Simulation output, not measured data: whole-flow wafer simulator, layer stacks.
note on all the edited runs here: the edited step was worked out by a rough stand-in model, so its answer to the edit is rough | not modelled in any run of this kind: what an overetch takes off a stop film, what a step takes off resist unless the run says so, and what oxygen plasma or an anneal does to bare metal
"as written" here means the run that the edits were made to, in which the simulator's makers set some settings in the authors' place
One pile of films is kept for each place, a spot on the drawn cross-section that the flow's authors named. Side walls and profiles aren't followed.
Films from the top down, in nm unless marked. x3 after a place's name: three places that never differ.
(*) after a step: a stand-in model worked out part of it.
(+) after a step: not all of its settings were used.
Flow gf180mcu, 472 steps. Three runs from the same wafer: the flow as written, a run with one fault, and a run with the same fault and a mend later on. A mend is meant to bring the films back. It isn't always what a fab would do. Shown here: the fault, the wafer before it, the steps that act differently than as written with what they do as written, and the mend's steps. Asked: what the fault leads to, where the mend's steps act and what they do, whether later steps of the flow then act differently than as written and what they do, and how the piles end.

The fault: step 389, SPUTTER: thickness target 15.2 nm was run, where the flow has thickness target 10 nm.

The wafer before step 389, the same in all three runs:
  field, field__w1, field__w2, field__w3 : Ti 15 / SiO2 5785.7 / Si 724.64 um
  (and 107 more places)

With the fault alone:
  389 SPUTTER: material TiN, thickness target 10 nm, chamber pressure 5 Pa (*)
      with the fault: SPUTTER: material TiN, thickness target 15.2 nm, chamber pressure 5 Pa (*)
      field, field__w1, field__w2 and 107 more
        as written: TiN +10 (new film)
        with the fault: TiN +15.2 (new film)
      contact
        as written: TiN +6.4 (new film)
        with the fault: TiN +9.72 (new film)
  Later steps of the flow that act differently than as written (1 more step differs only slightly, by at most 2% or 0.5 nm, whichever is larger, and isn't shown):
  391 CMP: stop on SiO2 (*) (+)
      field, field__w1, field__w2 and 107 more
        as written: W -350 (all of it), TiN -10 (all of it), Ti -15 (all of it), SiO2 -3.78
        with the fault: W -350 (all of it), TiN -15.2 (all of it), Ti -15 (all of it), SiO2 -3.84
  At the end the piles differ from the flow's by more than 2% or 0.5 nm, whichever is larger, at contact.
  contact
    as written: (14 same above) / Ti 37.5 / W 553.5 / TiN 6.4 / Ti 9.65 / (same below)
    with the fault: (14 same above) / Ti 37.5 / W 550.1 / TiN 9.72 / Ti 9.65 / (same below)

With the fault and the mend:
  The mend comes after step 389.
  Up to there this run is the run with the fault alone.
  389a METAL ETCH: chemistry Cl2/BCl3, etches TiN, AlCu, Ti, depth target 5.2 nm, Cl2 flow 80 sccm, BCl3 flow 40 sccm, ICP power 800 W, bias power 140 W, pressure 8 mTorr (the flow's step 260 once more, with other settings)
      field, field__w1, field__w2 and 108 more
        TiN -5.2
  No later step of the flow acts differently than as written, at any place that is followed, by more than 2% or 0.5 nm, whichever is larger.
  At the end the piles differ from the flow's by more than 2% or 0.5 nm, whichever is larger, at contact.
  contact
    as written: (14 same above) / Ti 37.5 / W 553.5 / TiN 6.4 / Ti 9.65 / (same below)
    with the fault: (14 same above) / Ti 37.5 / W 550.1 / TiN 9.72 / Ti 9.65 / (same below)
    with the mend: (14 same above) / Ti 37.5 / W 555.4 / TiN 4.52 / Ti 9.65 / (same below)
